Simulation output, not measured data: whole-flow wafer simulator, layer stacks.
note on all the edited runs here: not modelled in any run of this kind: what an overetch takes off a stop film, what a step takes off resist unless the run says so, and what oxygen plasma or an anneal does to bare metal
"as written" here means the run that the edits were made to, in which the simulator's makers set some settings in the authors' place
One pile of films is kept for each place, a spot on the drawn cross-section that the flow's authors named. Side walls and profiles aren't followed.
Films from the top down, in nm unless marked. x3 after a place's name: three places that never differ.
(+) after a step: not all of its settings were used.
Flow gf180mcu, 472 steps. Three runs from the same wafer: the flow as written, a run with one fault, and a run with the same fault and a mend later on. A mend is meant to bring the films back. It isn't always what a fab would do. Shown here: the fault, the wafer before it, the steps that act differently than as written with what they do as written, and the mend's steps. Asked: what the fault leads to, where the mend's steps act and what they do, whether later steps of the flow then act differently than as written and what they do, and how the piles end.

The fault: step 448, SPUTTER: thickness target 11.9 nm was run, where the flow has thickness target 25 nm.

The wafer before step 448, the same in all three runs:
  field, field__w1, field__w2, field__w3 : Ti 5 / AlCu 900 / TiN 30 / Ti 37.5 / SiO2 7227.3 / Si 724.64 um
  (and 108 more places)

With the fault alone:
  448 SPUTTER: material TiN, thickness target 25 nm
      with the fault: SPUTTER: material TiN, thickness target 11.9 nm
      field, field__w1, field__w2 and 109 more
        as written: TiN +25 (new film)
        with the fault: TiN +11.9 (new film)
  Later steps of the flow that act differently than as written (4 more steps differ only slightly, by at most 2% or 0.5 nm, whichever is larger, and aren't shown):
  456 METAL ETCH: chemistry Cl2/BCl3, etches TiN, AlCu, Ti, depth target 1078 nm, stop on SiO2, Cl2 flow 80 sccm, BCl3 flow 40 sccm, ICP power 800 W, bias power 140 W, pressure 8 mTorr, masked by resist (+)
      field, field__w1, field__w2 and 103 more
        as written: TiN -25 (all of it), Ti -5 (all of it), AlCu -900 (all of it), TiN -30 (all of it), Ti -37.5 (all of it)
        with the fault: TiN -11.9 (all of it), Ti -5 (all of it), AlCu -900 (all of it), TiN -30 (all of it), Ti -37.5 (all of it)
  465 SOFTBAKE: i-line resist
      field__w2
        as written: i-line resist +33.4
        with the fault: i-line resist +32.7
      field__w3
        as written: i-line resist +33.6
        with the fault: i-line resist +32.9
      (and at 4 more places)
  At the end the piles differ from the flow's by more than 2% or 0.5 nm, whichever is larger, at field__w8, contact, m1, m1__w1, pad, m1_nw.
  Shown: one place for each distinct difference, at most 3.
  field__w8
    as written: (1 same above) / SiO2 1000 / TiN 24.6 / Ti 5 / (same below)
    with the fault: (1 same above) / SiO2 1000 / TiN 11.5 / Ti 5 / (same below)
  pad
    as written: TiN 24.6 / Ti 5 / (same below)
    with the fault: TiN 11.5 / Ti 5 / (same below)

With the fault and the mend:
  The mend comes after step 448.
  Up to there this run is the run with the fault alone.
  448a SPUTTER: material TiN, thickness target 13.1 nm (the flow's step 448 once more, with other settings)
      field, field__w1, field__w2 and 109 more
        TiN +13.1
  No later step of the flow acts differently than as written at any place that is followed.
  At the end the piles are the same as the flow's at every place that both follow.
